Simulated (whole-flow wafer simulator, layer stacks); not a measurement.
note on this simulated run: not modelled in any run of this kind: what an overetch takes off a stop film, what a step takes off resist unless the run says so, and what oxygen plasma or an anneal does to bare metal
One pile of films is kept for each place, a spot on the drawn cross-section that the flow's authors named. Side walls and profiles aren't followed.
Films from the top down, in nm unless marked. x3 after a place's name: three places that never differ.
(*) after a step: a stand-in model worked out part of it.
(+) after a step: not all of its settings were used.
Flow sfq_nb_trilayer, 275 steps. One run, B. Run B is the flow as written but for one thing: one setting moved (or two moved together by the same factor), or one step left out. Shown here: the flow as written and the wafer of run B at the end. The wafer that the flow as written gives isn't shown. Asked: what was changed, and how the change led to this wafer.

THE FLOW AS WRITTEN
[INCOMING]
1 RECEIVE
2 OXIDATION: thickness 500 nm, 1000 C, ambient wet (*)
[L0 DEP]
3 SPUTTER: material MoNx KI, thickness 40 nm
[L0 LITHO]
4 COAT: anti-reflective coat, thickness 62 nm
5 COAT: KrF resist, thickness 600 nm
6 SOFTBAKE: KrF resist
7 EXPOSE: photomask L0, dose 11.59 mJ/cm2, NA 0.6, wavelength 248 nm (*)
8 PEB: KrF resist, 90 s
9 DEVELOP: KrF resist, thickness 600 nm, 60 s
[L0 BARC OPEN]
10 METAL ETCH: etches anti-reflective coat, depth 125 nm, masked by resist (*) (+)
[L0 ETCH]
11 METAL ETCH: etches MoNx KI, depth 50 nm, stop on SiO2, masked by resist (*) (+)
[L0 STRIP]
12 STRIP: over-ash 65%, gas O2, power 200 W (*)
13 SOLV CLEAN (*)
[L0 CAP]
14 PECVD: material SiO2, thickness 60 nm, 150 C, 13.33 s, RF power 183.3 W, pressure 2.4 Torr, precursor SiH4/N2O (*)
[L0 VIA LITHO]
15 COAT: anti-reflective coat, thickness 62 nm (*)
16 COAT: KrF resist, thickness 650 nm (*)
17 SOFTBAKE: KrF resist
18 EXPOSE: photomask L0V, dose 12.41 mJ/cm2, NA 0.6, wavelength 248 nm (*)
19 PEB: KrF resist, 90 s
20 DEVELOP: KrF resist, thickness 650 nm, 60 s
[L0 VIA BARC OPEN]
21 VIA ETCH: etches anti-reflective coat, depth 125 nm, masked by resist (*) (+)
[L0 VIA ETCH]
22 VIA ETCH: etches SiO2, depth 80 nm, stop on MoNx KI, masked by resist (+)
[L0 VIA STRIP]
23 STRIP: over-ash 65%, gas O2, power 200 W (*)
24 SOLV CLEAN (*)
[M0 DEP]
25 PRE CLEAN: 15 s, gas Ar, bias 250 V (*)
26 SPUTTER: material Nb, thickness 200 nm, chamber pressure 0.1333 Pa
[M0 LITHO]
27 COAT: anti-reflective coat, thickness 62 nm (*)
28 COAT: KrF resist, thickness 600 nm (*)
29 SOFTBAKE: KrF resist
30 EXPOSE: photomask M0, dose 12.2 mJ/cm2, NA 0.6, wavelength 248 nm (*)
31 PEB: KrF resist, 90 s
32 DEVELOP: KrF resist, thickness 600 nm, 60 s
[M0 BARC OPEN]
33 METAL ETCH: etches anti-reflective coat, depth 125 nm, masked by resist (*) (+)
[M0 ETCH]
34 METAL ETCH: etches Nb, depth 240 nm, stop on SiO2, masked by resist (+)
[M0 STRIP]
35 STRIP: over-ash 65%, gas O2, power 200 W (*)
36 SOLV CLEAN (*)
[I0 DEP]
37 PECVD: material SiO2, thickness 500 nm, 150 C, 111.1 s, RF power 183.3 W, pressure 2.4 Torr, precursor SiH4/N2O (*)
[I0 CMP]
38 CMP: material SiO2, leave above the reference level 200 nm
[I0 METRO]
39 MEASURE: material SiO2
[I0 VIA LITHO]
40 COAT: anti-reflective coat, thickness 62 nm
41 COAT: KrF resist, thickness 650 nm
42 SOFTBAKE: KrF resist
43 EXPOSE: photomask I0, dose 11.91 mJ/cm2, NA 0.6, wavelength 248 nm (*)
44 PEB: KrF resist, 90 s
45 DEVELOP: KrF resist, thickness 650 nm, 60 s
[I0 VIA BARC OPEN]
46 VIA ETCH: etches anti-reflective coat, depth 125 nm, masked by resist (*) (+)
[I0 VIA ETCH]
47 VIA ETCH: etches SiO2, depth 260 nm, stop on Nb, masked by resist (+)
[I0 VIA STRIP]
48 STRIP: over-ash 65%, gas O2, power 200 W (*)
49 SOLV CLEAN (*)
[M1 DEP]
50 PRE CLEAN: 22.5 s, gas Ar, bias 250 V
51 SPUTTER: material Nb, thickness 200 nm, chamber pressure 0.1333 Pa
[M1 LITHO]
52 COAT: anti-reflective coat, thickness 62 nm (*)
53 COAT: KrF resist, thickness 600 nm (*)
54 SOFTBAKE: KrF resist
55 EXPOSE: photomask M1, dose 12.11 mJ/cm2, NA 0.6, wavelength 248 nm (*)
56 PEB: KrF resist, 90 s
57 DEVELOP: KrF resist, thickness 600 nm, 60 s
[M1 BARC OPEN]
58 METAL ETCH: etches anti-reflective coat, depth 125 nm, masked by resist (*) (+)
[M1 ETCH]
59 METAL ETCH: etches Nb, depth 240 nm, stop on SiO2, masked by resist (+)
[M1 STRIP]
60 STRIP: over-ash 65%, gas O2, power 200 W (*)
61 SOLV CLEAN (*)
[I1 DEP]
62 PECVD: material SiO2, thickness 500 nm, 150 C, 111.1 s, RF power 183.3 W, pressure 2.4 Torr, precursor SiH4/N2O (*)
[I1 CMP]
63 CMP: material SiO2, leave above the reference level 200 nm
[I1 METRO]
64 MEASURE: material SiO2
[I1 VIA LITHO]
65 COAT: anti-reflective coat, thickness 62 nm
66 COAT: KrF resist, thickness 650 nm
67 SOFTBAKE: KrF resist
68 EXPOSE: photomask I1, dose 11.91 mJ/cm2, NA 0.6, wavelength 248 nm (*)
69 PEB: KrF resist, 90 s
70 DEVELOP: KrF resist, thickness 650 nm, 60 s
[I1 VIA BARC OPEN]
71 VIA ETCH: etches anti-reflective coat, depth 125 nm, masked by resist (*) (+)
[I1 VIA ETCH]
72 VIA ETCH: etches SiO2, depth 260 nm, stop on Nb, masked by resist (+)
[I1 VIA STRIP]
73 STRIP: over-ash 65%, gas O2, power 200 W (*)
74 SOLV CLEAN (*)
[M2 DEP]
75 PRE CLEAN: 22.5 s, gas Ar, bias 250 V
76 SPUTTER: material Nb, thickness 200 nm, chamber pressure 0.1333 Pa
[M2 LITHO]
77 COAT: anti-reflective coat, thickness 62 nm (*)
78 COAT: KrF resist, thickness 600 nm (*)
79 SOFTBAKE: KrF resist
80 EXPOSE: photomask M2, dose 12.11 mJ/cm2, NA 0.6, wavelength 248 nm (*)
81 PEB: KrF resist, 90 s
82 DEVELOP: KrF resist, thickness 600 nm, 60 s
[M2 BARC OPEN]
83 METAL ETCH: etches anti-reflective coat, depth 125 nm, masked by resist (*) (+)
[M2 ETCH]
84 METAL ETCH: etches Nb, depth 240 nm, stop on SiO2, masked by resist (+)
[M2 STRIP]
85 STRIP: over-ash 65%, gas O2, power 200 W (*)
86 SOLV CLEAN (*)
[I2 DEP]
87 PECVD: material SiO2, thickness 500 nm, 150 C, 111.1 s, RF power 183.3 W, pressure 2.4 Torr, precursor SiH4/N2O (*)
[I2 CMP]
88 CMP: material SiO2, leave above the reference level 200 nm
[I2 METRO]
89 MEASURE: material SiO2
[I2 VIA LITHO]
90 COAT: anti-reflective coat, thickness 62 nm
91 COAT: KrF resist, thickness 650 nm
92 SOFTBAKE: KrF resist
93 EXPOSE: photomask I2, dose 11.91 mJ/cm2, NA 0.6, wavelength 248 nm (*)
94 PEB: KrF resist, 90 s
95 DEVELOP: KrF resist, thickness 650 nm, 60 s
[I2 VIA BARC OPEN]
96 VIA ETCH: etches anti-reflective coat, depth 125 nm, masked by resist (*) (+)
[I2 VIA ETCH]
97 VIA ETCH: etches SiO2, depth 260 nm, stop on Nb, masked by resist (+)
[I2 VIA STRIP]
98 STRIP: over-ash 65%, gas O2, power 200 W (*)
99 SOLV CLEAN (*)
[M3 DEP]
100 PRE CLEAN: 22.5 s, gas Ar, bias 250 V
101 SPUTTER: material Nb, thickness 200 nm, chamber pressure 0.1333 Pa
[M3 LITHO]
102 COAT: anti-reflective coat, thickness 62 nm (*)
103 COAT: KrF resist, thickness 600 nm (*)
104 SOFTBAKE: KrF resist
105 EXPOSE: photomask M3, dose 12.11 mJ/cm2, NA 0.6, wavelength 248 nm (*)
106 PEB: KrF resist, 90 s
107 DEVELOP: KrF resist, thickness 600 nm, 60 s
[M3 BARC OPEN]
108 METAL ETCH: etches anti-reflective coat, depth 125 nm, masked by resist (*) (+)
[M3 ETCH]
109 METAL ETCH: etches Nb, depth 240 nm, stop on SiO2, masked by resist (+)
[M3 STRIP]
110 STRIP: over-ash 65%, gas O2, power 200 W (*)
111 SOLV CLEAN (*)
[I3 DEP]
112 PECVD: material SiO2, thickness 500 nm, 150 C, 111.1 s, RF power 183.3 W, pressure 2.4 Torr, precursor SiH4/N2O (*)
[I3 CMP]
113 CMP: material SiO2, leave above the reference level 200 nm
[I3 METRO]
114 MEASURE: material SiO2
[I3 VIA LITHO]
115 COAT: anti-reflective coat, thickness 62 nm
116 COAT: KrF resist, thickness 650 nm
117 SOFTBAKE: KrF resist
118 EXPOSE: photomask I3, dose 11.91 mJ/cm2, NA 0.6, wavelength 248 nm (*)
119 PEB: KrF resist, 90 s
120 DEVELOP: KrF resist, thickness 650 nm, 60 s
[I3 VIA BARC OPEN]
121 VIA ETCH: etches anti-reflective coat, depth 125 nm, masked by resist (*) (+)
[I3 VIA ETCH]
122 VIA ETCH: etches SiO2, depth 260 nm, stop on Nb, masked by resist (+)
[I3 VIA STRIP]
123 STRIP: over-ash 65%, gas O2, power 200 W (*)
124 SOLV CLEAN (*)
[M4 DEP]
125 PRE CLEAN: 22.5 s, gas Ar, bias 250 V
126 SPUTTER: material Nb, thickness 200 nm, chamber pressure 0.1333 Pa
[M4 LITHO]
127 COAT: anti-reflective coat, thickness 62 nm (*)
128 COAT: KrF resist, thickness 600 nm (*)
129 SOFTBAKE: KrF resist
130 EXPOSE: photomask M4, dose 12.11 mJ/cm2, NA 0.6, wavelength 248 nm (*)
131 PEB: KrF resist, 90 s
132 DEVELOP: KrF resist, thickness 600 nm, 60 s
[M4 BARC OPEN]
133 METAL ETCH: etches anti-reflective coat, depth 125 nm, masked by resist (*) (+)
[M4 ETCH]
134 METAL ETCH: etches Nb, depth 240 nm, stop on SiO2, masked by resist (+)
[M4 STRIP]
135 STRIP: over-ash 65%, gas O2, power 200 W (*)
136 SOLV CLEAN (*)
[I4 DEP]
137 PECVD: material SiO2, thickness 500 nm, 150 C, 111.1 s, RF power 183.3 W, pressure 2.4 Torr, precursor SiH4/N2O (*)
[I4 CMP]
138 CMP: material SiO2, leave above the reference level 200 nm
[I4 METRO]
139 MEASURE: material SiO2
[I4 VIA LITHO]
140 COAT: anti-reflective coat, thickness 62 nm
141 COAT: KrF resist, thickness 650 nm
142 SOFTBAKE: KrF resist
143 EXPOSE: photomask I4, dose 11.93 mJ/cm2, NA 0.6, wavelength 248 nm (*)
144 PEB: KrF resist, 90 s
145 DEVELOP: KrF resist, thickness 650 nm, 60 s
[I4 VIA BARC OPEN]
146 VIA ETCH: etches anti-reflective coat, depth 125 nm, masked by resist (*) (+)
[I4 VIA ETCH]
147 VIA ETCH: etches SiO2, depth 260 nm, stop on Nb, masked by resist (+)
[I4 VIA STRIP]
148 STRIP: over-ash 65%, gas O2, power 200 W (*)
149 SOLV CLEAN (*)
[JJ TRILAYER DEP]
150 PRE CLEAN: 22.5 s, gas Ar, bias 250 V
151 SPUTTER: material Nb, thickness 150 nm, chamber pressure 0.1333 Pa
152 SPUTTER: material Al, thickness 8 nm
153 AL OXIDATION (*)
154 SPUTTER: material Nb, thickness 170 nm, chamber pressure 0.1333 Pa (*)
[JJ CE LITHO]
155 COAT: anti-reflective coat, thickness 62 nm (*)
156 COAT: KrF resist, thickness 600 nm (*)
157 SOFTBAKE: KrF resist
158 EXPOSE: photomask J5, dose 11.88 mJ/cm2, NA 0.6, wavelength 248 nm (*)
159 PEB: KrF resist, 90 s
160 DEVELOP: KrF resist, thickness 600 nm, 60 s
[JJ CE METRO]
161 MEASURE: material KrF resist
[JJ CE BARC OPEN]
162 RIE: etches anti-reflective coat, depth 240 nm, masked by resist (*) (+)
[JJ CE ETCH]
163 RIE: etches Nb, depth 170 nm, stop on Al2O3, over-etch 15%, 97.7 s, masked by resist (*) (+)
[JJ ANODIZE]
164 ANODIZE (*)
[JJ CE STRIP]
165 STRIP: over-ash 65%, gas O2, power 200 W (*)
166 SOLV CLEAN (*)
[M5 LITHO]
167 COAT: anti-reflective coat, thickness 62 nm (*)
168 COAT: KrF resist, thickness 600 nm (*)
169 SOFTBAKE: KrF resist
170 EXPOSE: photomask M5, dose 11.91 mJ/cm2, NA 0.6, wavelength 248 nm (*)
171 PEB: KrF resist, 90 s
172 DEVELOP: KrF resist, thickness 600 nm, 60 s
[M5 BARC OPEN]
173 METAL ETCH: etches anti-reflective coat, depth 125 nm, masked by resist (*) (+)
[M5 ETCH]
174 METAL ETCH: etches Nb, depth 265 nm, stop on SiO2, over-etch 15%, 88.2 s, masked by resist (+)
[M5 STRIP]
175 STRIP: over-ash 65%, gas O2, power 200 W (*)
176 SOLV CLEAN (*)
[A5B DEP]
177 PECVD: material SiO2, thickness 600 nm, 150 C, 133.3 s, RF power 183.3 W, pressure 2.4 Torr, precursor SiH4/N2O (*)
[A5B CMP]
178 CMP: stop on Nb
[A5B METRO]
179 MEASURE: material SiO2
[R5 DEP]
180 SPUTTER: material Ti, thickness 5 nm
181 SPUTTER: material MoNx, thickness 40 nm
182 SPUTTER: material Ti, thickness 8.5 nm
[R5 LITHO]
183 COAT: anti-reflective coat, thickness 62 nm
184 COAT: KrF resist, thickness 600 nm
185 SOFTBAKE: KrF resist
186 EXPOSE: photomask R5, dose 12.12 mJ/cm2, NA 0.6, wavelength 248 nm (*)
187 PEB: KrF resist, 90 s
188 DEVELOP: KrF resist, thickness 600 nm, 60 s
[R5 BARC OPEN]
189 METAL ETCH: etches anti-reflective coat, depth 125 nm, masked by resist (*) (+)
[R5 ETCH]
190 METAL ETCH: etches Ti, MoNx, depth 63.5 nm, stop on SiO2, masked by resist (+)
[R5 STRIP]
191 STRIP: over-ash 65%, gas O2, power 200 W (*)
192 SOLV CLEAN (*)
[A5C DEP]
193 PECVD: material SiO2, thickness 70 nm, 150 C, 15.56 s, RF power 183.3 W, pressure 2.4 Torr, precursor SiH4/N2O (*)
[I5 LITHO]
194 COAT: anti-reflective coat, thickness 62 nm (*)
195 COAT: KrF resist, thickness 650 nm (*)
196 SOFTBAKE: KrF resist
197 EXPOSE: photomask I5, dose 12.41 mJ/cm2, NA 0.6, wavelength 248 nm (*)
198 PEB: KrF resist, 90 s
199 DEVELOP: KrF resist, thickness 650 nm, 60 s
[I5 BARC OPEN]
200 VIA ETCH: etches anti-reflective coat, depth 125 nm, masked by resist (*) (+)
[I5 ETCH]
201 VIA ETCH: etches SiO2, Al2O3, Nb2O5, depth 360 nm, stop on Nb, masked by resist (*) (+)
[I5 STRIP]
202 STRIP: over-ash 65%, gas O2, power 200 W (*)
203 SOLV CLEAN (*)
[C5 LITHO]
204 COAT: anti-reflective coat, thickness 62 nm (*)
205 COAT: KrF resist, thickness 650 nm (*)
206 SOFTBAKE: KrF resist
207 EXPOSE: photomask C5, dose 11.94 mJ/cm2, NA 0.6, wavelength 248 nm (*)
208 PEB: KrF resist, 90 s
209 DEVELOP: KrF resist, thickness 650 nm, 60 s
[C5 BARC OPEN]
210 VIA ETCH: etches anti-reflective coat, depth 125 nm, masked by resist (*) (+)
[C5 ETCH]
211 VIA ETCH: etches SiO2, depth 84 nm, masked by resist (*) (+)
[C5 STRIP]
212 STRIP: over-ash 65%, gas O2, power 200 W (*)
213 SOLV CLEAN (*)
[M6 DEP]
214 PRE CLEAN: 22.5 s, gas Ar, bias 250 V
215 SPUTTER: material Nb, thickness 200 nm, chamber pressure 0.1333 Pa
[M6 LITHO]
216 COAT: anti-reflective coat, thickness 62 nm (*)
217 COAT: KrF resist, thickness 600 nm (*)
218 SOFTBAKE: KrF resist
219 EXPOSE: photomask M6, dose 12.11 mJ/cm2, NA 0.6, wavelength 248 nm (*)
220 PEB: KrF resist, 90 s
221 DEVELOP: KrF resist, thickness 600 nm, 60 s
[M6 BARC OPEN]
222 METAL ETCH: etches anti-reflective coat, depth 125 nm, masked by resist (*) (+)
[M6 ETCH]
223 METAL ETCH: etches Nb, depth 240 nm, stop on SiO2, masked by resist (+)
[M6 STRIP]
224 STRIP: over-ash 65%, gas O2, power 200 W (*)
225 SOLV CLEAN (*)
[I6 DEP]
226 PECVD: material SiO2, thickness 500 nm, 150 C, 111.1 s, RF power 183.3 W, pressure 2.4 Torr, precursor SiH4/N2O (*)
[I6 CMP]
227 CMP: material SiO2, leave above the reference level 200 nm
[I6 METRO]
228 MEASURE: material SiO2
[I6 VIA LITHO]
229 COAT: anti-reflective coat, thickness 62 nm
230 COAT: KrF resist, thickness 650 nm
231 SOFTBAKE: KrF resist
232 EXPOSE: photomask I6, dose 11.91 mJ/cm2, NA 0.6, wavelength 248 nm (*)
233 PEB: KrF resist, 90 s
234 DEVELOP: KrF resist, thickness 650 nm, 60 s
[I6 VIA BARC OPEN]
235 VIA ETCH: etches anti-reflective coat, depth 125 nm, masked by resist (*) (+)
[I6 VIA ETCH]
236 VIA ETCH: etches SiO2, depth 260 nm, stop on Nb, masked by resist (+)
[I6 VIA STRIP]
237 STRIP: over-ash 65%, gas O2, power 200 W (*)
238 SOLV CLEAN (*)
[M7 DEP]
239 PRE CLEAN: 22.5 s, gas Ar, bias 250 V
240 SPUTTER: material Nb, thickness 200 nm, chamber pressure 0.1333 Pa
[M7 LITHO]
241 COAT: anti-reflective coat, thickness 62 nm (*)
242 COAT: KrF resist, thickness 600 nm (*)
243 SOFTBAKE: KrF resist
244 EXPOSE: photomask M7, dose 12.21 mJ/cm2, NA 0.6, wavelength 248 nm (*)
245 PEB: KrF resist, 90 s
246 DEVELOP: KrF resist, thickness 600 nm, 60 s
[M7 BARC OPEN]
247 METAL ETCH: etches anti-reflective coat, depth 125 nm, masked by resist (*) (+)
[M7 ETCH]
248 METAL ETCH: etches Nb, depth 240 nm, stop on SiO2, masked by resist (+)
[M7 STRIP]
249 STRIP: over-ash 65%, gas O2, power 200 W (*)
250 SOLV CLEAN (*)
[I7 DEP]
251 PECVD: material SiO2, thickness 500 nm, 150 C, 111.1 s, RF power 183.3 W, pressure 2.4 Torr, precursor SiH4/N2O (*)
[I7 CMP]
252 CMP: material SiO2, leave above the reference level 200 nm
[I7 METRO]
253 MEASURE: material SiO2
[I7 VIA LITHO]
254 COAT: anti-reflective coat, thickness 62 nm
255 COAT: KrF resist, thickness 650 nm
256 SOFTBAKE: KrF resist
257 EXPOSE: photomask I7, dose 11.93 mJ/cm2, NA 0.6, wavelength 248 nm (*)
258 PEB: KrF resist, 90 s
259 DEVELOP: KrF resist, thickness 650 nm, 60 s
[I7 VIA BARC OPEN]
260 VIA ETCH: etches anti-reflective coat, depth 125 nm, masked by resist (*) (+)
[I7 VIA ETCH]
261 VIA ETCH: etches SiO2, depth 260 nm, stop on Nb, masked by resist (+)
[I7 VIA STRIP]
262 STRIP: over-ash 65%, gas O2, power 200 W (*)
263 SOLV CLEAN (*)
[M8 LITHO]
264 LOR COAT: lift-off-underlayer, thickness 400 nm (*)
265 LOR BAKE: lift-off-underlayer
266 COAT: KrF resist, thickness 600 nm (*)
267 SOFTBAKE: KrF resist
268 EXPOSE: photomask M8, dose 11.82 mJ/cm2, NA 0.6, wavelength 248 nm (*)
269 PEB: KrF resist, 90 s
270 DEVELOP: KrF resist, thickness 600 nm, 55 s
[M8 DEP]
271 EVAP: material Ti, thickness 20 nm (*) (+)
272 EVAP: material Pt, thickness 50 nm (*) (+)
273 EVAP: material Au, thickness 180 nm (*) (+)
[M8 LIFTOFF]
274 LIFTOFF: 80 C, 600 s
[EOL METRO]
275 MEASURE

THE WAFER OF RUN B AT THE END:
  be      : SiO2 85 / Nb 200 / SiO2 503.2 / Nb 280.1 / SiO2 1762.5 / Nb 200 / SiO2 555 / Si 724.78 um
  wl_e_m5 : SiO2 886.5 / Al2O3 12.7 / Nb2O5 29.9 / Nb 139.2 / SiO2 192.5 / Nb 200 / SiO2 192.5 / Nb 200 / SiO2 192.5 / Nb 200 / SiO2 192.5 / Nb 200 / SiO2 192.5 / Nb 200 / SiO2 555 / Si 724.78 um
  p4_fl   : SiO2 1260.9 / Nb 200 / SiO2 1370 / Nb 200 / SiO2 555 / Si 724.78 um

The cause: step 252, CMP: leave above the reference level 85 nm was run, where the flow has leave above the reference level 200 nm.
It can be read off the wafer: be has SiO2 85, and step 252 as written asks for 200 nm.

How the change led to this, step by step:
  252 CMP: material SiO2, leave above the reference level 200 nm
      field_l, p4_fl, p4_fm and 56 more: SiO2 -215 (as written it would be: SiO2 -100)
      v_sur, via_wl, via_w and 37 more: SiO2 -415 (as written it would be: SiO2 -300)
      (and at 7 more places)
  261 VIA ETCH: etches SiO2, depth 260 nm, stop on Nb, masked by resist (+)
      field_l, v_sur, via_sp and 100 more: KrF resist -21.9 (as written it would be: KrF resist -44.8)
      via_wl, via_w, via_wr: SiO2 -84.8 (all of it) (as written it would be: SiO2 -199.8 (all of it))
  262 STRIP: over-ash 65%, gas O2, power 200 W (*)
      field_l, v_sur, via_sp and 100 more: KrF resist -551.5 (all of it), anti-reflective coat -62 (all of it) (as written it would be: KrF resist -528.6 (all of it), anti-reflective coat -62 (all of it))
  264 LOR COAT: lift-off-underlayer, thickness 400 nm (*)
      via_wl, via_wr: lift-off-underlayer +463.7 (new film) (as written it would be: lift-off-underlayer +549.8 (new film))
      v_sur: lift-off-underlayer +387 (new film) (as written it would be: lift-off-underlayer +369.4 (new film))
      (and at 2 more places)
  266 COAT: KrF resist, thickness 600 nm (*)
      via_wl: KrF resist +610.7 (new film) (as written it would be: KrF resist +625.2 (new film))
      via_w: KrF resist +615.6 (new film) (as written it would be: KrF resist +636.8 (new film))
      (and at 1 more place)
  270 DEVELOP: KrF resist, thickness 600 nm, 55 s
      v_sur: KrF resist -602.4 (all of it), lift-off-underlayer -387 (all of it) (as written it would be: KrF resist -607.3 (all of it), lift-off-underlayer -369.4 (all of it))
      via_wl: KrF resist -609.4 (all of it), lift-off-underlayer -463.7 (all of it) (as written it would be: KrF resist -623.9 (all of it), lift-off-underlayer -549.8 (all of it))
      (and at 3 more places)
